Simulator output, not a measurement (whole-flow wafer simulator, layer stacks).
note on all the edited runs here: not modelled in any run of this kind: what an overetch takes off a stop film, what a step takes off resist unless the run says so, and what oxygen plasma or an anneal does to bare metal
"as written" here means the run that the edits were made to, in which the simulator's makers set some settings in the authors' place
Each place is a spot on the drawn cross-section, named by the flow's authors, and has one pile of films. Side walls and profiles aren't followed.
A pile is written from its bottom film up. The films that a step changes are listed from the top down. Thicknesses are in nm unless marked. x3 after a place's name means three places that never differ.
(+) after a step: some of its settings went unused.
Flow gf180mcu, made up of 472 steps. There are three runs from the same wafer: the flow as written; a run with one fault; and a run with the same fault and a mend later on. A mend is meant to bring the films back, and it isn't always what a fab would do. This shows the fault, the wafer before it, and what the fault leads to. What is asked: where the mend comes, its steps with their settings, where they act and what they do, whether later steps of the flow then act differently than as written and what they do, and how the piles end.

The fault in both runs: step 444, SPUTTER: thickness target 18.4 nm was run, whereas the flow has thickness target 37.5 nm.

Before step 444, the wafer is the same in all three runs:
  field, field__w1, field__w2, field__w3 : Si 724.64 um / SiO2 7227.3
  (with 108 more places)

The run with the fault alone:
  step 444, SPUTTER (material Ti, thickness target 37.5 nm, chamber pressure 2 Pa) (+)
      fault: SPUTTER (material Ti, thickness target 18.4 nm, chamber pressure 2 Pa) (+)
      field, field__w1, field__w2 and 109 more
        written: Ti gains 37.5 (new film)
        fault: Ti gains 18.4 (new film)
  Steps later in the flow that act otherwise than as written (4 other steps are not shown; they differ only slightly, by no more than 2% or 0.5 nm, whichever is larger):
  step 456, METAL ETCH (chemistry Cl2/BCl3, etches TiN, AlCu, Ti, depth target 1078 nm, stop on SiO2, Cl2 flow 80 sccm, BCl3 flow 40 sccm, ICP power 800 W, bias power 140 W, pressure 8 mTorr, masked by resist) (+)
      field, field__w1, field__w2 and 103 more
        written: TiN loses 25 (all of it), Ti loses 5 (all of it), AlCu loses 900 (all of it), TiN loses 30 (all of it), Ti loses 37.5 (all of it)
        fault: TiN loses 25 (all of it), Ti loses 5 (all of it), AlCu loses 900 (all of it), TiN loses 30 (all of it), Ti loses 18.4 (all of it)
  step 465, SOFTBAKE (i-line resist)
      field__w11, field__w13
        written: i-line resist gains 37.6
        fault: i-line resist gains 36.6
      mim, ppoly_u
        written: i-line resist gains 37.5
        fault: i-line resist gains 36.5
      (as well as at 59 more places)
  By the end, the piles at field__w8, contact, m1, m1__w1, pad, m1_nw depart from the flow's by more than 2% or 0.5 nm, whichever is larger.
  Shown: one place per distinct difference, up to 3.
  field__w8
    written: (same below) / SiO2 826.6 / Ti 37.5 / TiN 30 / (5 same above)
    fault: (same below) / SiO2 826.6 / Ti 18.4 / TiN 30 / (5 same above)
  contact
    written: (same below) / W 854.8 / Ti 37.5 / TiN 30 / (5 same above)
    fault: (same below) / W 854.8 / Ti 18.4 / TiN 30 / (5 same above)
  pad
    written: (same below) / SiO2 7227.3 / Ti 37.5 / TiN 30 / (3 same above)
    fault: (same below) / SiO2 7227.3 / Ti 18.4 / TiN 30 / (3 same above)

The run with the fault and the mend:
  After step 444 comes the mend.
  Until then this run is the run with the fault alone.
  step 444a, SPUTTER (material Ti, thickness target 19.1 nm, chamber pressure 2 Pa) (+) (the flow's step 444 again, with other settings)
      field, field__w1, field__w2 and 109 more
        Ti gains 19.1
  Every later step of the flow that is run acts as written at every place that is followed.
  At every place that both follow, the piles at the end match the flow's.
